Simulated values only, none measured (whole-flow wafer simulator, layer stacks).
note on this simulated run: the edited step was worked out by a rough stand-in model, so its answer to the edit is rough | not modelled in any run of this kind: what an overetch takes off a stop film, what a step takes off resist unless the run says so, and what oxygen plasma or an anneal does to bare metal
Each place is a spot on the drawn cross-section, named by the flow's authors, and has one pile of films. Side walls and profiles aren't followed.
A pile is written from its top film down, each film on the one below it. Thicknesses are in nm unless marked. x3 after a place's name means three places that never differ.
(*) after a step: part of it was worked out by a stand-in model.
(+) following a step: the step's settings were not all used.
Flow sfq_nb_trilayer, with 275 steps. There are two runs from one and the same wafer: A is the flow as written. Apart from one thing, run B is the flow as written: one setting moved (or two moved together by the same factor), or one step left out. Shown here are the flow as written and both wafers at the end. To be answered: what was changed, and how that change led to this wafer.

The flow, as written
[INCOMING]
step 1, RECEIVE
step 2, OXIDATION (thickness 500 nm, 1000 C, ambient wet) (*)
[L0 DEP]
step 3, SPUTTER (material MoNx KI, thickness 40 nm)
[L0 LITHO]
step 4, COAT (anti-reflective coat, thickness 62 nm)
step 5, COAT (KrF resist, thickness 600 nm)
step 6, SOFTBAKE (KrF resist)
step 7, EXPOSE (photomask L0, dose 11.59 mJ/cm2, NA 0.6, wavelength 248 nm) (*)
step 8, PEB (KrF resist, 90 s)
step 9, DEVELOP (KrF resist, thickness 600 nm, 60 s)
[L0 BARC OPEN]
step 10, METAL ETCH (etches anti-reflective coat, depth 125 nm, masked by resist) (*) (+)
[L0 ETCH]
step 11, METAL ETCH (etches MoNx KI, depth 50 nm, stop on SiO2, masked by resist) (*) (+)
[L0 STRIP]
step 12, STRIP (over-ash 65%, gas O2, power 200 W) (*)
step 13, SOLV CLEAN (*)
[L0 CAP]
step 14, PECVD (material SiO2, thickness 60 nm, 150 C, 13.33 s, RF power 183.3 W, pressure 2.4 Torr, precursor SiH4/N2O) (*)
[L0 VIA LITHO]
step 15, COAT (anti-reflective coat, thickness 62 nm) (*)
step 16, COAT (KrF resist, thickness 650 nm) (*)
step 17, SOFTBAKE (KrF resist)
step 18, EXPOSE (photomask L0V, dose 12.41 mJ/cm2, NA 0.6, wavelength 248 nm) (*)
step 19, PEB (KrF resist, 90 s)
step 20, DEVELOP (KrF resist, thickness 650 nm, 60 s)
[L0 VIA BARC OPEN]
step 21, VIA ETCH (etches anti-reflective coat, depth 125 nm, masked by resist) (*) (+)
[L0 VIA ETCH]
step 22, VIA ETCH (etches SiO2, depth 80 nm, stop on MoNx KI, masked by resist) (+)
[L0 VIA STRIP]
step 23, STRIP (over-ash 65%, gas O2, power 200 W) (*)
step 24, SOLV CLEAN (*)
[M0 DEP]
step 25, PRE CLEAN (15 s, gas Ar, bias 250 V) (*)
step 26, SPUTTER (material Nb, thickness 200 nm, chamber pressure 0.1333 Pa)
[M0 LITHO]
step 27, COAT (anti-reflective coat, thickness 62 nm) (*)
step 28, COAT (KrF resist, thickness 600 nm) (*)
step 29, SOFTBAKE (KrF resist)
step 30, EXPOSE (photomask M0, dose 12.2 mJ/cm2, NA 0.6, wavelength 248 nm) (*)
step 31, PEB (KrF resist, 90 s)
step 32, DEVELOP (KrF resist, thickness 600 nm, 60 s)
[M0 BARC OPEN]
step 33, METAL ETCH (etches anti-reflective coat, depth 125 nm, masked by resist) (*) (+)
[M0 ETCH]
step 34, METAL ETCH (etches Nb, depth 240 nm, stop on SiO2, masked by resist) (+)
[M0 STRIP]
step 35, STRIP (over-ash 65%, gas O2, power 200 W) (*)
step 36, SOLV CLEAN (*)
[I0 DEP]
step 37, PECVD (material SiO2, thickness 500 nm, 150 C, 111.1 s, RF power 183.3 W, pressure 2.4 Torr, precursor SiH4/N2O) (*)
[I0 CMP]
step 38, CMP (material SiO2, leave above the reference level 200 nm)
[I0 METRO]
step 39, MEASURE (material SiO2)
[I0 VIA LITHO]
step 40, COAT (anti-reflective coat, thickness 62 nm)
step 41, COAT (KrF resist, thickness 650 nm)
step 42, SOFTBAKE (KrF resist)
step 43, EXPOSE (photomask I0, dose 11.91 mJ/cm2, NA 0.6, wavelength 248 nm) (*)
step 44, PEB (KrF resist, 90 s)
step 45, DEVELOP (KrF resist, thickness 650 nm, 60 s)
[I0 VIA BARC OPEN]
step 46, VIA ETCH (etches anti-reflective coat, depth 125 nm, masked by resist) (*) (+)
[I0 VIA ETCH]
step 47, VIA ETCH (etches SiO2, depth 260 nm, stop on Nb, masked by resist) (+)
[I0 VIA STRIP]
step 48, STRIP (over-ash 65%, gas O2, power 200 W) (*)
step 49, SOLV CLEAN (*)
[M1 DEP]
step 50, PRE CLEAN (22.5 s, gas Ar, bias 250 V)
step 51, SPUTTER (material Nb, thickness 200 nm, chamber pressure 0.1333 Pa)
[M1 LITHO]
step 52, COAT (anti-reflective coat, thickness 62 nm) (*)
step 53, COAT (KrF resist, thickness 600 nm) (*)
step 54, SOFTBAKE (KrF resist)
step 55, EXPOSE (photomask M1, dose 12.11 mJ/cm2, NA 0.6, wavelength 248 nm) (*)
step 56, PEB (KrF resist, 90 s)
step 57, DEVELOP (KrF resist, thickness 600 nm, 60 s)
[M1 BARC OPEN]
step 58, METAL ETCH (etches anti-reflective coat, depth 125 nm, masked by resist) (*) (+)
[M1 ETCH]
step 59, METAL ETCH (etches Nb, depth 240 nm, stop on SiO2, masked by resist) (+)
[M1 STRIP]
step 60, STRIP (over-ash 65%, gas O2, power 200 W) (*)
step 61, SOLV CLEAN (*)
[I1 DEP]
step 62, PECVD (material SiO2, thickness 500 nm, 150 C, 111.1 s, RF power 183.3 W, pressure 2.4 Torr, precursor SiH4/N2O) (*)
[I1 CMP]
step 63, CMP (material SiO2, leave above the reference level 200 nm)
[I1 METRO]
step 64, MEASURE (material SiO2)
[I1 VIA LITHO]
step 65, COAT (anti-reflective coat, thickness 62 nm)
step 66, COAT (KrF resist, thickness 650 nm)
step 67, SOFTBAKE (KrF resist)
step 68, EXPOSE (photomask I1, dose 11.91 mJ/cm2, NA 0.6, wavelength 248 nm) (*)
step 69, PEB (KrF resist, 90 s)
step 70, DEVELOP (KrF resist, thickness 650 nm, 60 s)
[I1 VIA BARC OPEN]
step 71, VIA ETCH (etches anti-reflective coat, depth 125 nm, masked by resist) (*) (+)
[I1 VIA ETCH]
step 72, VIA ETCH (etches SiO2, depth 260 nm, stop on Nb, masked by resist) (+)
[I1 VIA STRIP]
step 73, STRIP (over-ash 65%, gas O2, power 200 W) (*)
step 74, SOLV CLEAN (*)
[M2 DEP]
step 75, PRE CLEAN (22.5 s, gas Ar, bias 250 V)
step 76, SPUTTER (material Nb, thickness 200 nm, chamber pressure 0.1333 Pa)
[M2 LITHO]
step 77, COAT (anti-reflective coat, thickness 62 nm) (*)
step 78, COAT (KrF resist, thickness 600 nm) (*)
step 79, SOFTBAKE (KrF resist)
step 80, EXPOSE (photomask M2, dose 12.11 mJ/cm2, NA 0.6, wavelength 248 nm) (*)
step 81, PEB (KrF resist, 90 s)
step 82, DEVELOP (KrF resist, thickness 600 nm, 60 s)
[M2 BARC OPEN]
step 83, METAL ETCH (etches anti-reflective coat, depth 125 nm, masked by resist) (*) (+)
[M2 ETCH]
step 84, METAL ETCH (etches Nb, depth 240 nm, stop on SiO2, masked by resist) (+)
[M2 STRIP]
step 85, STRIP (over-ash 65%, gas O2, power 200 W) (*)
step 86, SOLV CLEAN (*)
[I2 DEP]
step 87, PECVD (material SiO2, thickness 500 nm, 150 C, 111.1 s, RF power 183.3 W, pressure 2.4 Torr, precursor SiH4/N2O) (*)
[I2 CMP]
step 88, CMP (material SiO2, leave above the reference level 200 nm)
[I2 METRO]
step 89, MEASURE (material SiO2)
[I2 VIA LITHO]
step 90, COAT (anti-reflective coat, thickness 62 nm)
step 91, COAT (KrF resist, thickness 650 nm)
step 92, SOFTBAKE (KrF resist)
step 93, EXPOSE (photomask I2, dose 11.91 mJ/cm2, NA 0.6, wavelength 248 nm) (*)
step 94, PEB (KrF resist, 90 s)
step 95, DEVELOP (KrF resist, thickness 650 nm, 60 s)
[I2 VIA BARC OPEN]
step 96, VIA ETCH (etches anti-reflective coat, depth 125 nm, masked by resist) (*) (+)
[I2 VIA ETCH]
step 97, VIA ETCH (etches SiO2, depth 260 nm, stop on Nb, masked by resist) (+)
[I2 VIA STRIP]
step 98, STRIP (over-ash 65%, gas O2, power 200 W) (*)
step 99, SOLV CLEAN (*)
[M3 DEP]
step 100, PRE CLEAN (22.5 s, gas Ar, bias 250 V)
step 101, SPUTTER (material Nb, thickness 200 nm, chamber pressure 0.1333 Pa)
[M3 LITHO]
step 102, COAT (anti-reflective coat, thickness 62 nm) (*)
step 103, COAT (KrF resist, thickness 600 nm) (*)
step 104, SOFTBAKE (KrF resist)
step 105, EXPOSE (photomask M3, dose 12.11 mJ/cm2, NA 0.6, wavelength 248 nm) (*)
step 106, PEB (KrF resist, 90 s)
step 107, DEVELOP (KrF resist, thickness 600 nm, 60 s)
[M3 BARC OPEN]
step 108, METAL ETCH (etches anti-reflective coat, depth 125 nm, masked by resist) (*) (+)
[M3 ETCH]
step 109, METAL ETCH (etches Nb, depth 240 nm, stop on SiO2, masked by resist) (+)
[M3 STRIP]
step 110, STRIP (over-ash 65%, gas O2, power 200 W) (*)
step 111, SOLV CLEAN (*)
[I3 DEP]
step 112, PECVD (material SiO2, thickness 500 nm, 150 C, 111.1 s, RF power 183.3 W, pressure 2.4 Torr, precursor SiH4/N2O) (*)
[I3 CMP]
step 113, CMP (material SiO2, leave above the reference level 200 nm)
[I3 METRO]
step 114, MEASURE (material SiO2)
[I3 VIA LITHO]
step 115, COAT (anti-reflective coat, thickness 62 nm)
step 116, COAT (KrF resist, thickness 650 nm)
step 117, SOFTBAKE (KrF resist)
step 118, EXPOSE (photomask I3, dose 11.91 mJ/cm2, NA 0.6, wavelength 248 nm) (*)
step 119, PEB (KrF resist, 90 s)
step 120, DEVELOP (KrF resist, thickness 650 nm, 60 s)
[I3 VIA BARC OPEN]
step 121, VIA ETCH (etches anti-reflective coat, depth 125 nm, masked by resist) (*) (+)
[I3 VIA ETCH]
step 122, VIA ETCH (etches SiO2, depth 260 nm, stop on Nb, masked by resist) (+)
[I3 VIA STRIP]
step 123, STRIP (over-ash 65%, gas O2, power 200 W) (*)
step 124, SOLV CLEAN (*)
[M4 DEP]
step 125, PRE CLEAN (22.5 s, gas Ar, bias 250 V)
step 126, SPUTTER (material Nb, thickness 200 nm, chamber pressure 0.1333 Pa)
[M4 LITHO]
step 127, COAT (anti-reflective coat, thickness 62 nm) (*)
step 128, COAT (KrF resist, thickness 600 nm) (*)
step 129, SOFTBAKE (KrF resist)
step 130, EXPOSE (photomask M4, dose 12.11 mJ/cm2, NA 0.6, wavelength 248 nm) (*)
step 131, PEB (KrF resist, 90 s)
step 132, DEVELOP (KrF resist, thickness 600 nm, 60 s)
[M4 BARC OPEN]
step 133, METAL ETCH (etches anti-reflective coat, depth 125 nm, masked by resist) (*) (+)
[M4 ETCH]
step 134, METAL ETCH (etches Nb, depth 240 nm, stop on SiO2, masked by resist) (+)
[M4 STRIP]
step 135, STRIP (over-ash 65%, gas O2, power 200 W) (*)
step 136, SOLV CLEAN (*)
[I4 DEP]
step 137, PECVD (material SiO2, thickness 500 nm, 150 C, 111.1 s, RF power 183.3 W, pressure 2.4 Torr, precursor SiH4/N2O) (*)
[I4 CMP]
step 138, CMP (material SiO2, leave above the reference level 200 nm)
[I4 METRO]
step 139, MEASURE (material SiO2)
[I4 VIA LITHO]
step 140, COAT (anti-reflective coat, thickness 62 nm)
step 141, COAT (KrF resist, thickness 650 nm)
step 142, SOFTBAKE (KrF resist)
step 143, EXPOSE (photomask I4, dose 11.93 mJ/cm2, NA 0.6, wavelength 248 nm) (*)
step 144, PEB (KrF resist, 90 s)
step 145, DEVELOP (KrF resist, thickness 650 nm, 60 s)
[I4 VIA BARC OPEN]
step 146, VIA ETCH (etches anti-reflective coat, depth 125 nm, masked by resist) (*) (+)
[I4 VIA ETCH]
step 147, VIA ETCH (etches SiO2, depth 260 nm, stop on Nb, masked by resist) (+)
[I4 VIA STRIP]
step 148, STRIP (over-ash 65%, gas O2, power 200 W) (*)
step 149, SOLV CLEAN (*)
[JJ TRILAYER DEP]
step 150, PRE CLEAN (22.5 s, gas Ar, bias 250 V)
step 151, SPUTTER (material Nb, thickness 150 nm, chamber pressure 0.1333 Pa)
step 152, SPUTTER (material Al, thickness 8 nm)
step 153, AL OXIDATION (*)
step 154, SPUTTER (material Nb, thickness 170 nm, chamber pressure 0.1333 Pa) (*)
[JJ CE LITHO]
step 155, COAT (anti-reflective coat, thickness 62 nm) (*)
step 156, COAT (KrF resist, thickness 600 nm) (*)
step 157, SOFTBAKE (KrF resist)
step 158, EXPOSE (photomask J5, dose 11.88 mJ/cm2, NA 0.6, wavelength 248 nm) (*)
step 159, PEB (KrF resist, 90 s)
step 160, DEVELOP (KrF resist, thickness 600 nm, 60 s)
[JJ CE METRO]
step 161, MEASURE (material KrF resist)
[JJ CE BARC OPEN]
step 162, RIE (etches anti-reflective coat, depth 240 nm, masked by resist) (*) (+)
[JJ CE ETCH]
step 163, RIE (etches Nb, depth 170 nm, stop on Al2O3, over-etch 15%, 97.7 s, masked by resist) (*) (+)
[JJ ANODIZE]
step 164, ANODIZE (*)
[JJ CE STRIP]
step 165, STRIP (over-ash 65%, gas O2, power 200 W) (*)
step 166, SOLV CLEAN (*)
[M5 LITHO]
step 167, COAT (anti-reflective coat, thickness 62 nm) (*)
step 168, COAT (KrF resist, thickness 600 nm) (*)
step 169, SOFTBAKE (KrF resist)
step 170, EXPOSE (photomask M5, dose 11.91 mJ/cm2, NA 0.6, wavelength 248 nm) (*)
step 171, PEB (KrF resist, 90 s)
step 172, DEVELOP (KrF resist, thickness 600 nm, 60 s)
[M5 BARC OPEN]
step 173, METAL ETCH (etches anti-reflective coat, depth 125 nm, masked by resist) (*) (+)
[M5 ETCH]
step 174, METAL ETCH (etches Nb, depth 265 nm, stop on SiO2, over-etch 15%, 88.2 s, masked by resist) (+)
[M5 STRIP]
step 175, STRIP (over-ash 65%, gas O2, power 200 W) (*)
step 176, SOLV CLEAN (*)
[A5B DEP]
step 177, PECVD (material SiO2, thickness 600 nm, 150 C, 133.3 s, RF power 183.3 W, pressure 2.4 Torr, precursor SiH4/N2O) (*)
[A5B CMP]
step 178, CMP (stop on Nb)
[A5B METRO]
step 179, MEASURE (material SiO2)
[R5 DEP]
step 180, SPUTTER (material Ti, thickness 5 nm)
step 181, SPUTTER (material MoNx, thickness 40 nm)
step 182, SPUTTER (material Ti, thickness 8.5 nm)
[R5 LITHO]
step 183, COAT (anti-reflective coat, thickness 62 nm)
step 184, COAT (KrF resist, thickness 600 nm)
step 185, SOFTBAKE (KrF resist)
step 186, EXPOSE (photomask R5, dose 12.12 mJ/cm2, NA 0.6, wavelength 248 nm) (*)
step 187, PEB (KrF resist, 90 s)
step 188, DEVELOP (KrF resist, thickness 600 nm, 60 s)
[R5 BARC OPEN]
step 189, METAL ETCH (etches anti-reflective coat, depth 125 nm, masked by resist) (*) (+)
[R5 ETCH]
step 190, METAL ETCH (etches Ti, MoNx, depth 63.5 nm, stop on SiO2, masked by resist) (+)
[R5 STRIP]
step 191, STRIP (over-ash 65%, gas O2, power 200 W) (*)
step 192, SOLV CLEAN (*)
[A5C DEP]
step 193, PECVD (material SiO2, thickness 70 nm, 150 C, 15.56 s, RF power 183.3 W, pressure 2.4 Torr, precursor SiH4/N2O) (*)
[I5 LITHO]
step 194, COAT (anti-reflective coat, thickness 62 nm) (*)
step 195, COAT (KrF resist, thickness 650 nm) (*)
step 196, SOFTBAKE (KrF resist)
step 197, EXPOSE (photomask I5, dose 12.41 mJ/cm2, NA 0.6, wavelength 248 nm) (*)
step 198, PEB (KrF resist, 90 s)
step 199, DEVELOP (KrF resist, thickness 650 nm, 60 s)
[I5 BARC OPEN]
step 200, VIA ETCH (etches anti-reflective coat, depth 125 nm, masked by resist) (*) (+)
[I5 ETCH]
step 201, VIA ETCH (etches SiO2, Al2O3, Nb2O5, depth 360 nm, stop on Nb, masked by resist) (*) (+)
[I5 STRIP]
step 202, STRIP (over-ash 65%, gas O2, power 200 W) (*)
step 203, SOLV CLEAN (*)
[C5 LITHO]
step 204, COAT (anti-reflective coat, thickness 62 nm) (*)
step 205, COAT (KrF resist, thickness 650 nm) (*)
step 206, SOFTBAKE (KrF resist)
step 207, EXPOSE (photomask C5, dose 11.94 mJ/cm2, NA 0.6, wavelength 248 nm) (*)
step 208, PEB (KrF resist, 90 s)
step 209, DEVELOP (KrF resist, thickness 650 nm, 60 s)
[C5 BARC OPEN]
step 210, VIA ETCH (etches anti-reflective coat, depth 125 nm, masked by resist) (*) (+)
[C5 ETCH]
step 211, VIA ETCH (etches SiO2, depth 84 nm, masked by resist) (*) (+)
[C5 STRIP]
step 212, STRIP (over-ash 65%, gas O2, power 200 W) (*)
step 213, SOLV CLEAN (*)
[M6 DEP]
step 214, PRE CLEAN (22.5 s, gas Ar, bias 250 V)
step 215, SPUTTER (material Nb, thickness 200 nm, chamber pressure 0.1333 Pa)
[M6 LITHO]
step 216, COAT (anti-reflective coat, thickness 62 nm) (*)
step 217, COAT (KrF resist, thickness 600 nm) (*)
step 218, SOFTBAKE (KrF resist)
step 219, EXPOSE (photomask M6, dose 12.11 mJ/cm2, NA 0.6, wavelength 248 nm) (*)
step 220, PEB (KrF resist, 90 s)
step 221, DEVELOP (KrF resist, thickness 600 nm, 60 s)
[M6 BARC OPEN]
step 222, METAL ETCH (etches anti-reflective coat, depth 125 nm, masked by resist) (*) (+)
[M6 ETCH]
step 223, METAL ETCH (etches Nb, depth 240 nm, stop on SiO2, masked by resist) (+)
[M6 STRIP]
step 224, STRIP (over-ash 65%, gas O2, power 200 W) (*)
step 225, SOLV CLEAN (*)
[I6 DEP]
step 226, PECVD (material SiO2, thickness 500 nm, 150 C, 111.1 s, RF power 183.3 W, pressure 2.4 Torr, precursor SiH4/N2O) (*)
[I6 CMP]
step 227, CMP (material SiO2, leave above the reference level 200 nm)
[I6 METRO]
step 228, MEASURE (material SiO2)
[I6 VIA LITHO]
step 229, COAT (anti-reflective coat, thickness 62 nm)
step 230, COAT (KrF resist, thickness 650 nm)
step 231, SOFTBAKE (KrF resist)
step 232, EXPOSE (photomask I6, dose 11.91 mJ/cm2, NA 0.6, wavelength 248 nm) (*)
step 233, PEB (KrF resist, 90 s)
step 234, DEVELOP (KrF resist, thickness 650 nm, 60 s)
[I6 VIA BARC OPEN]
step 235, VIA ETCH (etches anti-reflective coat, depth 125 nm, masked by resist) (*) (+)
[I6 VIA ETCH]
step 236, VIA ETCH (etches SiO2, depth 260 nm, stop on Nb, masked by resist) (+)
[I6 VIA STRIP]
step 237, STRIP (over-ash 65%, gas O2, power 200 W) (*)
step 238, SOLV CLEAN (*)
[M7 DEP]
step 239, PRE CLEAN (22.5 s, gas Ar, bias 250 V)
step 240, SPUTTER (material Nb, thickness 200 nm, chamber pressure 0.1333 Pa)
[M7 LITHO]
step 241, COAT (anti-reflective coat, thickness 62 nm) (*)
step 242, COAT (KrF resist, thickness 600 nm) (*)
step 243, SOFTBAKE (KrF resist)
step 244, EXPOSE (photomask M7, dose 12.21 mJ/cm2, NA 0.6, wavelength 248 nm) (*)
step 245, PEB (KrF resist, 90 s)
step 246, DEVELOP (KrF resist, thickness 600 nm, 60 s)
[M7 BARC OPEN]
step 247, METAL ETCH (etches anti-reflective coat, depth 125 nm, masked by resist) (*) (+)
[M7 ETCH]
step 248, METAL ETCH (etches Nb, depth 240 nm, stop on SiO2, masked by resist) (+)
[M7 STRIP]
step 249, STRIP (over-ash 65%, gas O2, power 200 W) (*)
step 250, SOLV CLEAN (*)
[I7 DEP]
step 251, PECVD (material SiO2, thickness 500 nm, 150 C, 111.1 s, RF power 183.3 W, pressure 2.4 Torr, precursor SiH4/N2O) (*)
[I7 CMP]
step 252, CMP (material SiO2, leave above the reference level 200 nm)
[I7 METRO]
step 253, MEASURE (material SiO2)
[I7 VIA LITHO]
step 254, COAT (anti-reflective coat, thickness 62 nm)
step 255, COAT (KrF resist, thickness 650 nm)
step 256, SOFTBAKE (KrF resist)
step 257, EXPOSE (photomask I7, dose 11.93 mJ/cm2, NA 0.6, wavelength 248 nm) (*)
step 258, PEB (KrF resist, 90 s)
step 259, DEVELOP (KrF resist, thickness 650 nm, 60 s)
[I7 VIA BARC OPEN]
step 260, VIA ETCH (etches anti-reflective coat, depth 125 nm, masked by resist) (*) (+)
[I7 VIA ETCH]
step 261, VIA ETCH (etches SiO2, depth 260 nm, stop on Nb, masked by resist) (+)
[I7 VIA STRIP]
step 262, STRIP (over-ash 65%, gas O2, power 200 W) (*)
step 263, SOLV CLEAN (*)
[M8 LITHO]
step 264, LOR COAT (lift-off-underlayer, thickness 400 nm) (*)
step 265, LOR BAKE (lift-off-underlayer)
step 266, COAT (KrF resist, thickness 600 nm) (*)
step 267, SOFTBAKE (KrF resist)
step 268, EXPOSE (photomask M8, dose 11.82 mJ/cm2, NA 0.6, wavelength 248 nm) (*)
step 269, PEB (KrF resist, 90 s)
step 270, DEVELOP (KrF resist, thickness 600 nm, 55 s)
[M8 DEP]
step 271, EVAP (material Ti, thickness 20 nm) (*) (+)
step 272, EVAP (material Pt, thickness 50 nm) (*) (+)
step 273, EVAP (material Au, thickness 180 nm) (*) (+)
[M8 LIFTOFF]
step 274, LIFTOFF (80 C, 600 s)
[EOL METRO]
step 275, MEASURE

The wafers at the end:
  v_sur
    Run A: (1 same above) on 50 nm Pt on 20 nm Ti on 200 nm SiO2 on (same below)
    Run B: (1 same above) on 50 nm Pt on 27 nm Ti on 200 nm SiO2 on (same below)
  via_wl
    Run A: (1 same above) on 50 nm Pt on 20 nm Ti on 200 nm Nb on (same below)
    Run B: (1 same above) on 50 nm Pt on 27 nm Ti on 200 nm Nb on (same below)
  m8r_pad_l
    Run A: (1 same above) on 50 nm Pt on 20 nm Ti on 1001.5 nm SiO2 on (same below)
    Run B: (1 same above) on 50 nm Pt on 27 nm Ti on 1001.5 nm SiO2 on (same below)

Cause: step 271, EVAP: thickness 27 nm was run, though the flow has thickness 20 nm.
One can read it off the wafer: v_sur has Ti 27, and step 271 as written asks for 20 nm.

The path from the change to this, step by step:
  step 271, EVAP (material Ti, thickness 20 nm) (*) (+)
      field_l, v_sur, via_wl and 103 more: A +20 Ti (new film) | B +27 Ti (new film)
  step 274, LIFTOFF (80 C, 600 s)
      p4_fl, p4_fm, p4_w1 and 71 more: A -180 Au (all of it), -50 Pt (all of it), -20 Ti (all of it), -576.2 KrF resist (all of it), -400 lift-off-underlayer (all of it) | B -180 Au (all of it), -50 Pt (all of it), -27 Ti (all of it), -576.2 KrF resist (all of it), -400 lift-off-underlayer (all of it)
      c5j, ce_r: A -180 Au (all of it), -50 Pt (all of it), -20 Ti (all of it), -573.3 KrF resist (all of it), -399.3 lift-off-underlayer (all of it) | B -180 Au (all of it), -50 Pt (all of it), -27 Ti (all of it), -573.3 KrF resist (all of it), -399.3 lift-off-underlayer (all of it)
      (and at 19 other places as well)
